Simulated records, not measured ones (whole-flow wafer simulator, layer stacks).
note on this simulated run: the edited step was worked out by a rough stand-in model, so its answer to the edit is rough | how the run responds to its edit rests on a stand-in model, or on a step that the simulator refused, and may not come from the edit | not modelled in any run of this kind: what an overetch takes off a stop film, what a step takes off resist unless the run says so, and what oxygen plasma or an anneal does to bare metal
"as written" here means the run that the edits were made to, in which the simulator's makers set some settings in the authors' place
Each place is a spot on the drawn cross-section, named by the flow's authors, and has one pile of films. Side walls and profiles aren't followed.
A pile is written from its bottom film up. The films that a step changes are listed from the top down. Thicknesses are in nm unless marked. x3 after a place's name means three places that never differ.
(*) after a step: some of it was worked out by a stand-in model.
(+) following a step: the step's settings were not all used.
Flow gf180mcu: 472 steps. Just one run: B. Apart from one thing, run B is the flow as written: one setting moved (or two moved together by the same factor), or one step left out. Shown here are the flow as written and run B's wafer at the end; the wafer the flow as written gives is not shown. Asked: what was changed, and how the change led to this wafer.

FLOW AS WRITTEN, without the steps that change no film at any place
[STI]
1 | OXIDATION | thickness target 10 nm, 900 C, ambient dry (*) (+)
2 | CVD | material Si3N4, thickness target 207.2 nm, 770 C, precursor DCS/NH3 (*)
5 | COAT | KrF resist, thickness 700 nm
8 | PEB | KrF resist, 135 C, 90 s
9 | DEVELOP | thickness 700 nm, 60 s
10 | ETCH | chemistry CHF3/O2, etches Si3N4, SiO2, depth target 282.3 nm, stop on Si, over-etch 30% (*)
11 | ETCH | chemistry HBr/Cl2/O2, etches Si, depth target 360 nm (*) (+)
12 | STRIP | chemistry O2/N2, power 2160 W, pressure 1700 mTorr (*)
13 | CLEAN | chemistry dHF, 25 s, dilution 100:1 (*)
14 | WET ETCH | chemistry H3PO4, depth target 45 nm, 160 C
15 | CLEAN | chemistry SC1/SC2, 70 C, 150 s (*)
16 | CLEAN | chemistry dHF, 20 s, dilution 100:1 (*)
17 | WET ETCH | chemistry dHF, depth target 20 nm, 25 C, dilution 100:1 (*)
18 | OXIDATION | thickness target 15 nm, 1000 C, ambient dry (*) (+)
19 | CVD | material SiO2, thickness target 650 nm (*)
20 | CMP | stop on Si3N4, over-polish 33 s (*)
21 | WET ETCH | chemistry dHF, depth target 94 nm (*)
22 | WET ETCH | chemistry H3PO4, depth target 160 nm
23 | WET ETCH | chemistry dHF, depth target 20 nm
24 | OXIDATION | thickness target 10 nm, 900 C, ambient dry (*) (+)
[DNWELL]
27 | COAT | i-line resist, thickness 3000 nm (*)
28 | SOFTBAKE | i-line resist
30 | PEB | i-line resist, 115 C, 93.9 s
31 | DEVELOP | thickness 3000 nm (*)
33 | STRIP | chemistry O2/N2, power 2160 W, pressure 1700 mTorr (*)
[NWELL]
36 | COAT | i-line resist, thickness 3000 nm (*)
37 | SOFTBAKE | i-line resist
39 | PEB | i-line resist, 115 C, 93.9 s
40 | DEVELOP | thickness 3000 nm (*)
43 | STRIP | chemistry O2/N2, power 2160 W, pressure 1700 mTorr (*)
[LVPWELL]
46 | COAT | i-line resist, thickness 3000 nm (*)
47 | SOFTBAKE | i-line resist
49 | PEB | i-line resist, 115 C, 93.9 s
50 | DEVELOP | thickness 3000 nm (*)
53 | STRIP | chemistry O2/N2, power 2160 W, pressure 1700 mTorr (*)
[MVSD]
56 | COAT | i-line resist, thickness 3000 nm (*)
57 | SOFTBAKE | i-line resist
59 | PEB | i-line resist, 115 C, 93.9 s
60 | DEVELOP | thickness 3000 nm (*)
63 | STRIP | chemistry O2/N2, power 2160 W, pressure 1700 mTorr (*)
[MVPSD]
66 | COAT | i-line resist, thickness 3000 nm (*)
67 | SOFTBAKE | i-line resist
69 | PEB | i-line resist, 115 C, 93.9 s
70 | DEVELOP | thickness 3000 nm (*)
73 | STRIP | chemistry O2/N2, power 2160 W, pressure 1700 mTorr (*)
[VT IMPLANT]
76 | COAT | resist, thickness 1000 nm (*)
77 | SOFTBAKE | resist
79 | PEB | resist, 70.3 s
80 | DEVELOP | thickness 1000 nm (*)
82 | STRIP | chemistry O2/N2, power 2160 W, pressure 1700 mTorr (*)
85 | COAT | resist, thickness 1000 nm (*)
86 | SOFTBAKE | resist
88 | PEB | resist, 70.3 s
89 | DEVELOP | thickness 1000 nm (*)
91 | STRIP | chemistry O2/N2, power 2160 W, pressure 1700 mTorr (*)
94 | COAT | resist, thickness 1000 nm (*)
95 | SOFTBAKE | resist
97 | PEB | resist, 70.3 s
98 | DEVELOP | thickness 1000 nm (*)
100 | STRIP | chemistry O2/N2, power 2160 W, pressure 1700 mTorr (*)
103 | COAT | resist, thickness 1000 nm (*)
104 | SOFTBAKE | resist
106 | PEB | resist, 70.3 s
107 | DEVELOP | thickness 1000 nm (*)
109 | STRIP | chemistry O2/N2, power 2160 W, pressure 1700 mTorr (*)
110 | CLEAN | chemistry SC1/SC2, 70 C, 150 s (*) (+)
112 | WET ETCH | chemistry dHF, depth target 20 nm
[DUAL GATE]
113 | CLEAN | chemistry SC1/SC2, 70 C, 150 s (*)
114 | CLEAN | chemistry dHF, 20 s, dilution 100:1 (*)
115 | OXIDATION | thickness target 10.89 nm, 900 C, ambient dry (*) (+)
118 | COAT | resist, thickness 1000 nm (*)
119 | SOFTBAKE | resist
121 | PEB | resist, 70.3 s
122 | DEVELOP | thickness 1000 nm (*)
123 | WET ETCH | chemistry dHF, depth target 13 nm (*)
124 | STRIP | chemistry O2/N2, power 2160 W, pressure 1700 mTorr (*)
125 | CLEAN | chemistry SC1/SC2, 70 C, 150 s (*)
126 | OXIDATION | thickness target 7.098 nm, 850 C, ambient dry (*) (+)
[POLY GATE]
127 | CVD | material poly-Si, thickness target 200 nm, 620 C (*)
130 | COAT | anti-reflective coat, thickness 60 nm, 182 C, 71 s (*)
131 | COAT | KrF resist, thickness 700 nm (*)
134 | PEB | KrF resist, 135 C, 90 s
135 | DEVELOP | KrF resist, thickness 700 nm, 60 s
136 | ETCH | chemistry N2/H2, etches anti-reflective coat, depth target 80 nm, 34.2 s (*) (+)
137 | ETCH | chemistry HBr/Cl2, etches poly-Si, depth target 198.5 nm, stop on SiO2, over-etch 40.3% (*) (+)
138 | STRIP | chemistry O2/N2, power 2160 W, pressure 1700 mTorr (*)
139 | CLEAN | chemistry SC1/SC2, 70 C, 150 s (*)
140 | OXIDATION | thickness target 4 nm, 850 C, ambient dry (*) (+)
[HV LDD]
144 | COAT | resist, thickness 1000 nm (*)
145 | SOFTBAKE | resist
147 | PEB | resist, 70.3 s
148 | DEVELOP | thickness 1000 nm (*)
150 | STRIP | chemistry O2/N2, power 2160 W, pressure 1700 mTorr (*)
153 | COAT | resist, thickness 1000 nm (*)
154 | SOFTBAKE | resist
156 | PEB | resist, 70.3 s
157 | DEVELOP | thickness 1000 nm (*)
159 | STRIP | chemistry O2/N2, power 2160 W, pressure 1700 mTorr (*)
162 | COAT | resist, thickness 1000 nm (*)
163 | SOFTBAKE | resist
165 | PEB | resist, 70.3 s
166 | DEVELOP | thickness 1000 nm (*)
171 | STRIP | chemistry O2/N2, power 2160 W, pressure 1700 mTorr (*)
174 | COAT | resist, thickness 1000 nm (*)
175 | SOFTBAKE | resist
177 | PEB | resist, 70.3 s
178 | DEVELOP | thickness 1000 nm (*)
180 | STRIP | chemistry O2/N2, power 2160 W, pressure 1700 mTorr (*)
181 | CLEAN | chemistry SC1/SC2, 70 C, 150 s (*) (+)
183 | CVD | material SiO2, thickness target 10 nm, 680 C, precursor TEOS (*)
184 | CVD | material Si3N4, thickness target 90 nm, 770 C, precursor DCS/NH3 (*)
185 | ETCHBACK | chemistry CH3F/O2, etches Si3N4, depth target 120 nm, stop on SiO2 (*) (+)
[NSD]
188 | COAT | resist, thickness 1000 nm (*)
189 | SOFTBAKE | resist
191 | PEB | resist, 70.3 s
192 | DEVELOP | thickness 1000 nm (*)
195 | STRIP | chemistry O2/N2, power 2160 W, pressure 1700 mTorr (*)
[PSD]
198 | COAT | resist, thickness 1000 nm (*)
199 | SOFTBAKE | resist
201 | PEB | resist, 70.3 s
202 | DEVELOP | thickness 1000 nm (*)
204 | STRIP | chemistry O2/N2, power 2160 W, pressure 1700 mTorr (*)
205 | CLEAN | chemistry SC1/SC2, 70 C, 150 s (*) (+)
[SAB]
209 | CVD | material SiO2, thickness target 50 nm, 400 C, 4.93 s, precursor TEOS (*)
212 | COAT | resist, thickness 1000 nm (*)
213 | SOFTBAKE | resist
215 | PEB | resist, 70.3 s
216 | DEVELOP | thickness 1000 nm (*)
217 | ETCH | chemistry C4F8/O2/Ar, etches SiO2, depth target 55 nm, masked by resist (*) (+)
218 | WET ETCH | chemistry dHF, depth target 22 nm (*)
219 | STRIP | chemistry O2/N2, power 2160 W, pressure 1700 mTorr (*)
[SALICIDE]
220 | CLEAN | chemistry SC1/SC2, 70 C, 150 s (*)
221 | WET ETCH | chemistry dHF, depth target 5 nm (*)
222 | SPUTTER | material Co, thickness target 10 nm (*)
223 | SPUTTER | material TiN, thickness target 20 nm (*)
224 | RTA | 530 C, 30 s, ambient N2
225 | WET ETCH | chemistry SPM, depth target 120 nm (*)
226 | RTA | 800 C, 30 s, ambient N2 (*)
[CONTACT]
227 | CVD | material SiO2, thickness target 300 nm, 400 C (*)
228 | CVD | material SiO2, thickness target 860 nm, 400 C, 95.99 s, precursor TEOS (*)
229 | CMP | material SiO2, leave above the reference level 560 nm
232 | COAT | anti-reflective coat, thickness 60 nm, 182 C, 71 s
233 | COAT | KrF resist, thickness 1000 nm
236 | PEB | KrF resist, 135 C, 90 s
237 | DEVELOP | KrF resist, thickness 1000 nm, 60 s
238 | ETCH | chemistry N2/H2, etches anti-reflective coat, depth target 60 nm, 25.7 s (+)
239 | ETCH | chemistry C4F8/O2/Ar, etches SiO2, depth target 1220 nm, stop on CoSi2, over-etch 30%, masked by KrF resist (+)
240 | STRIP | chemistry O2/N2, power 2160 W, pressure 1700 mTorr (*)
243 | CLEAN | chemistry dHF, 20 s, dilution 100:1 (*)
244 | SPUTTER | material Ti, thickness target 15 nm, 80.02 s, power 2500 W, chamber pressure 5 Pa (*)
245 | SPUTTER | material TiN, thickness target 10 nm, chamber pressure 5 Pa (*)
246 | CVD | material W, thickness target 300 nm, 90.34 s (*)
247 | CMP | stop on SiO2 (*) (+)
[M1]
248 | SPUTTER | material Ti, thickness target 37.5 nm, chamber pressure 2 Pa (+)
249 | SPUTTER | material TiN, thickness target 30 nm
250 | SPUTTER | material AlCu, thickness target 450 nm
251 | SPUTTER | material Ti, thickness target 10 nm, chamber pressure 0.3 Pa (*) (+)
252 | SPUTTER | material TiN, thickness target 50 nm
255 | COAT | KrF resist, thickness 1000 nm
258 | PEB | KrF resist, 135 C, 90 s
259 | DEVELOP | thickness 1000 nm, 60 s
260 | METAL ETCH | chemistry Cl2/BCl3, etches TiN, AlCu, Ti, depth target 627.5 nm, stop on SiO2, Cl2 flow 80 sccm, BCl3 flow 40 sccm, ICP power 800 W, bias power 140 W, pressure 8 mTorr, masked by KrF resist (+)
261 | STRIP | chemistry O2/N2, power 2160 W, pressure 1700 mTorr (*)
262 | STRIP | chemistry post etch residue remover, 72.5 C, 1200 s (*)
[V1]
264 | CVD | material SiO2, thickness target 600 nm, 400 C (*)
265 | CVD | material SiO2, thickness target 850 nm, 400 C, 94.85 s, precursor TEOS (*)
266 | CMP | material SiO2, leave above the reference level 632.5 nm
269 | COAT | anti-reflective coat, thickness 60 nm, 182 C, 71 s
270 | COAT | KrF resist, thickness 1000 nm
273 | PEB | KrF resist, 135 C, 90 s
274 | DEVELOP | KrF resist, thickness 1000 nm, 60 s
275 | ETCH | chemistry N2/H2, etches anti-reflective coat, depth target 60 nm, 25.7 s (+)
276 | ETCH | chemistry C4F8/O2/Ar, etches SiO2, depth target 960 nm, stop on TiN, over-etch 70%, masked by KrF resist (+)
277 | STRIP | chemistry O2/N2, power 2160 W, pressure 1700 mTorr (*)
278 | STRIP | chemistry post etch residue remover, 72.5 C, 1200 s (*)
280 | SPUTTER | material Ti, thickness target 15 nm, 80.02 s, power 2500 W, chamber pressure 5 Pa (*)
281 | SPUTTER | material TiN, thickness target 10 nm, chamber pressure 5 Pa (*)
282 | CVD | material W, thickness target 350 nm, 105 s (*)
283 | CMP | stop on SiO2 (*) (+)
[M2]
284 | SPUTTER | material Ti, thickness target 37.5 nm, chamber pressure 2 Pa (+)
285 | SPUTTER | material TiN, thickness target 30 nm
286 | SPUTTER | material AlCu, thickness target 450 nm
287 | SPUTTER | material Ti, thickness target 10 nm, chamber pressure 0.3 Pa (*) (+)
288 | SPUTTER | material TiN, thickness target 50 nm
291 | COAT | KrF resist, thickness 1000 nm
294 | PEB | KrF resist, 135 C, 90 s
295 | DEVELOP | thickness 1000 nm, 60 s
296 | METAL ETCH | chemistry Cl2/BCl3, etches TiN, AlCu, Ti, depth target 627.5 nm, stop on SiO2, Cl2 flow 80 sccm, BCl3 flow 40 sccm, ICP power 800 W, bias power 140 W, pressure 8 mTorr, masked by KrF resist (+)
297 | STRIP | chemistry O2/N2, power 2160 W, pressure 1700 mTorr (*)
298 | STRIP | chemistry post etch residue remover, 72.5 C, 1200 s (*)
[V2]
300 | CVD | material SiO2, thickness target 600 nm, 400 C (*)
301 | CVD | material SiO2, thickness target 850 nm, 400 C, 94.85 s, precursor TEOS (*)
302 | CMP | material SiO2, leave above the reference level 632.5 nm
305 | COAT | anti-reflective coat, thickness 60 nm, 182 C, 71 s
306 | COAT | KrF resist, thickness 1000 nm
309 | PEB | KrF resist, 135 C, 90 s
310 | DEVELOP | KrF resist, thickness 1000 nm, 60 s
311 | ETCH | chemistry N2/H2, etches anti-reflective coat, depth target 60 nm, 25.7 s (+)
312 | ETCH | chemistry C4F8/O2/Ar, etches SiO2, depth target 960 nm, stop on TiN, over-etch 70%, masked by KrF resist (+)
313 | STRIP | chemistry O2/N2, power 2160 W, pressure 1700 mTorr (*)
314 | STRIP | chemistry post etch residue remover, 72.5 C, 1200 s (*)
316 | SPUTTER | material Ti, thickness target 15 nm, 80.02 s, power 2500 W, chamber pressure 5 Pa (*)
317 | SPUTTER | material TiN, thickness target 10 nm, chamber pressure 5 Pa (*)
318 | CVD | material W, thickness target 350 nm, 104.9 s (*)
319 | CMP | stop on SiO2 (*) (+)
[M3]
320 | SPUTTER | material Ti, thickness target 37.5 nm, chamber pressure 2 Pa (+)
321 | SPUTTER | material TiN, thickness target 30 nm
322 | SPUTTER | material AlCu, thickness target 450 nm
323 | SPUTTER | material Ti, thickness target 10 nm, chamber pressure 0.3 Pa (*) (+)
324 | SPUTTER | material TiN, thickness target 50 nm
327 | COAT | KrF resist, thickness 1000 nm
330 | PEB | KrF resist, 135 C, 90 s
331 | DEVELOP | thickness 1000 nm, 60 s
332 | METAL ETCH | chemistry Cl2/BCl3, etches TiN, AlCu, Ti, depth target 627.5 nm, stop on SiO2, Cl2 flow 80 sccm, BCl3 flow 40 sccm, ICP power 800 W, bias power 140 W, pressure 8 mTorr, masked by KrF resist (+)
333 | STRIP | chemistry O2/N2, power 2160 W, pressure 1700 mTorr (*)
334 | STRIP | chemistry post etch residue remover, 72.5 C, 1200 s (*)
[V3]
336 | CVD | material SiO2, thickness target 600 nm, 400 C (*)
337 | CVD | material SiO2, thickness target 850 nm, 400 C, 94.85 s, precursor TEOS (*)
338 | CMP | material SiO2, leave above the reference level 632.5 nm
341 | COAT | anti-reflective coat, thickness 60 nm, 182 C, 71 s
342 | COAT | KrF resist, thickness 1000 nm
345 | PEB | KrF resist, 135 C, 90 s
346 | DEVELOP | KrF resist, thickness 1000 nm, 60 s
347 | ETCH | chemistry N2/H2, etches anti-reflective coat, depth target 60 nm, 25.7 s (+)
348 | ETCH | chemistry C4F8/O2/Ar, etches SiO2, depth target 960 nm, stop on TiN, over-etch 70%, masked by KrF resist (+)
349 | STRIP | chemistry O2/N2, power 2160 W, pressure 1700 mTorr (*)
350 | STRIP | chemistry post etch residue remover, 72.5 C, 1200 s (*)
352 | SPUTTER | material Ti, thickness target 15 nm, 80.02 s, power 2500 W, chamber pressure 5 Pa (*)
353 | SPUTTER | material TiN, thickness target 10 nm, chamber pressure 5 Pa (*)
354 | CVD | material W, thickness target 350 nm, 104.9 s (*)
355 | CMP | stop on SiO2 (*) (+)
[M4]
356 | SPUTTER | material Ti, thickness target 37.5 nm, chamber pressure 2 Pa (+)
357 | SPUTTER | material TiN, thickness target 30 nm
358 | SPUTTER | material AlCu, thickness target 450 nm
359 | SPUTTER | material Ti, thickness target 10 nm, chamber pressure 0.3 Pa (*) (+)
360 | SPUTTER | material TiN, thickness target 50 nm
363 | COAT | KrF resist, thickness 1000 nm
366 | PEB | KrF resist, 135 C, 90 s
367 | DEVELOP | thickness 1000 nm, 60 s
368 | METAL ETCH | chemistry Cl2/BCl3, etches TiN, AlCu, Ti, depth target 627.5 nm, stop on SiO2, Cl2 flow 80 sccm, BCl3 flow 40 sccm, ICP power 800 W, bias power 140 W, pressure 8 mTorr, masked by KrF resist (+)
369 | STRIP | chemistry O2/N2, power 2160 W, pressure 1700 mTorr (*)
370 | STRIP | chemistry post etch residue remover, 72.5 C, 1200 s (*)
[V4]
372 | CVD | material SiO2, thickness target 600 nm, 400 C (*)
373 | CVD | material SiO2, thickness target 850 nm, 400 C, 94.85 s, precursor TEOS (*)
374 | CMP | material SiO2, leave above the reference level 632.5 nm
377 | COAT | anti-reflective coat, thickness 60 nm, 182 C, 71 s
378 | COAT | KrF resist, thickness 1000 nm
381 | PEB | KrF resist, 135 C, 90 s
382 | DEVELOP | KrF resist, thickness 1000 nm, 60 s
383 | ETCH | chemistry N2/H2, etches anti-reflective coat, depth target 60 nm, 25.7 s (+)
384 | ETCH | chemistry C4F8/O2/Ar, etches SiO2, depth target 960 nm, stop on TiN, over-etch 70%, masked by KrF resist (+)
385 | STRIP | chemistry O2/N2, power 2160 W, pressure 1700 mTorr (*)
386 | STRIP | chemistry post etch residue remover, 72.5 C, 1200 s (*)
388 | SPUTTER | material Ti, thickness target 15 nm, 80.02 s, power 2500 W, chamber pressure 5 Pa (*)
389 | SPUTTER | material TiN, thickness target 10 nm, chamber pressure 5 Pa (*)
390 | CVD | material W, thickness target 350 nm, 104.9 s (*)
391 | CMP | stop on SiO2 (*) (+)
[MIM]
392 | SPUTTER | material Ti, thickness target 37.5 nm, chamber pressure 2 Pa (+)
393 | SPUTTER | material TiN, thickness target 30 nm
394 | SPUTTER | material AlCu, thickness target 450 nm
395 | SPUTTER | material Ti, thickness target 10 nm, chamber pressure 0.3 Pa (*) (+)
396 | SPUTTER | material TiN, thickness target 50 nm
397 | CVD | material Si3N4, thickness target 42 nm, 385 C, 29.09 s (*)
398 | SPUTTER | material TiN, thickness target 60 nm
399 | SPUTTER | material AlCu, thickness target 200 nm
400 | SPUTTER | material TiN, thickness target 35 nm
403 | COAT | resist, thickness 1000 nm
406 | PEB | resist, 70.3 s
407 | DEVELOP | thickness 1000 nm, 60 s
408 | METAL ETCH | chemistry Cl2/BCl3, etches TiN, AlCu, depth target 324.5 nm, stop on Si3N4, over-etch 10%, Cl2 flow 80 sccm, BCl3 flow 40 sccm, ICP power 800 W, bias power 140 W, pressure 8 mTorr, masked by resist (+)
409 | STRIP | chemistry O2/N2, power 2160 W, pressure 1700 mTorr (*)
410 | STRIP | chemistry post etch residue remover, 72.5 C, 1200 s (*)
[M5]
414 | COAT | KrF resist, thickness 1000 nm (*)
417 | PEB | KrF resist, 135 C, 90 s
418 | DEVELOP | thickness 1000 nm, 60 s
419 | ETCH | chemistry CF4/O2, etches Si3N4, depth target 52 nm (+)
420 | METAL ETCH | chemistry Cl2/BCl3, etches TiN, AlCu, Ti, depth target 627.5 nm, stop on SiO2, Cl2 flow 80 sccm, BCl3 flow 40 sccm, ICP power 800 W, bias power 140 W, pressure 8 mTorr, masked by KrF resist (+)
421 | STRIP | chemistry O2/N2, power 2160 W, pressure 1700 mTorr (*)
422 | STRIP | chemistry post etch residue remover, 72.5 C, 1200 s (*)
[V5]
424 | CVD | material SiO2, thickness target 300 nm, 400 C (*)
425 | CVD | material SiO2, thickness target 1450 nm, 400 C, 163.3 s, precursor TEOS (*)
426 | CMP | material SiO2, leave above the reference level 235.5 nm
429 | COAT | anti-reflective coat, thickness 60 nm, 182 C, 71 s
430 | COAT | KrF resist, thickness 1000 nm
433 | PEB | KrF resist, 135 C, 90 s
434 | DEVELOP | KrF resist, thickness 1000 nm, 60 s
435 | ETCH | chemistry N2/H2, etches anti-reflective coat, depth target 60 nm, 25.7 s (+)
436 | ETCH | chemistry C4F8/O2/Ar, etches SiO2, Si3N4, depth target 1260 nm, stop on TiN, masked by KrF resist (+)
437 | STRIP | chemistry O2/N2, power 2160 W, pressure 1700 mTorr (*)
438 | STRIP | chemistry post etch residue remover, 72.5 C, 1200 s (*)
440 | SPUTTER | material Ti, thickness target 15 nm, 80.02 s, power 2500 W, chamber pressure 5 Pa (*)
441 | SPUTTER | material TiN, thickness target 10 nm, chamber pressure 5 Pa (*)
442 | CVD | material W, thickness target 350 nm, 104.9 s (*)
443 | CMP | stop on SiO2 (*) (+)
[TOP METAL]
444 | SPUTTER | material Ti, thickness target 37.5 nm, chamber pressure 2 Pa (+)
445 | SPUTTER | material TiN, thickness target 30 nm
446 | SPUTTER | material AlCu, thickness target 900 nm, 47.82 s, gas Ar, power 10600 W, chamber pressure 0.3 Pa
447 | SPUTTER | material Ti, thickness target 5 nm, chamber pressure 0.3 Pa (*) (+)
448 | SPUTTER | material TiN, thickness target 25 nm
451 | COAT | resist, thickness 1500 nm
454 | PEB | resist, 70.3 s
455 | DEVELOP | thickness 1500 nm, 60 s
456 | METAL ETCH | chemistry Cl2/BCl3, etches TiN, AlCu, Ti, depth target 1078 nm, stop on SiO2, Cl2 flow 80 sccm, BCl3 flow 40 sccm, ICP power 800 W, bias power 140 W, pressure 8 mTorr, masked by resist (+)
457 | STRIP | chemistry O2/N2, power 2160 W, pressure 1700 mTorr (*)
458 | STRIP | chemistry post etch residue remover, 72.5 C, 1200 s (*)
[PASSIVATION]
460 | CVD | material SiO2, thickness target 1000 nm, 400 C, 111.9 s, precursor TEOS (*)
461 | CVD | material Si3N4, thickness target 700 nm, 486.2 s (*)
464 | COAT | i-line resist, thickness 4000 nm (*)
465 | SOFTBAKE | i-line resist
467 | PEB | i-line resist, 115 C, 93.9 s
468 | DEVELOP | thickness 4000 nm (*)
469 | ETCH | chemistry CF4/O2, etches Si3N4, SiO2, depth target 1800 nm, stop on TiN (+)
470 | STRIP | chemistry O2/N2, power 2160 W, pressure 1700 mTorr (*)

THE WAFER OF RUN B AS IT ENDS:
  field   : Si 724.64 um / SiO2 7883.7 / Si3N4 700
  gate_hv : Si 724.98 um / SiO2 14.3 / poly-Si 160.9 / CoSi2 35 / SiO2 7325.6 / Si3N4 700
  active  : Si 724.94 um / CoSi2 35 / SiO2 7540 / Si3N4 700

What caused this: step 460, CVD: thickness target 650 nm was run, though the flow has thickness target 1000 nm; step 460, CVD: 72.76 s was run, where the flow has 111.9 s.

The path from the change to this, step by step:
  460 | CVD | material SiO2, thickness target 1000 nm, 400 C, 111.9 s, precursor TEOS (*)
      field, field__w1, field__w2 and 103 more: +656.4 SiO2 (it would be, as written: +1000 SiO2)
      field__w8, contact, m1, m1__w1, pad, m1_nw: +656.4 SiO2 (new film) (it would be, as written: +1000 SiO2 (new film))
  465 | SOFTBAKE | i-line resist
      gate: -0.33 i-line resist (it would be, as written: +1.79 i-line resist)
      ld_acc_p, ld_fp_p, ld_drift_p: +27 i-line resist (it would be, as written: +33.8 i-line resist)
      (as well as at 57 more places)
  469 | ETCH | chemistry CF4/O2, etches Si3N4, SiO2, depth target 1800 nm, stop on TiN (+)
      pad: -700 Si3N4 (all of it), -656.4 SiO2 (all of it) (it would be, as written: -700 Si3N4 (all of it), -1000 SiO2 (all of it))
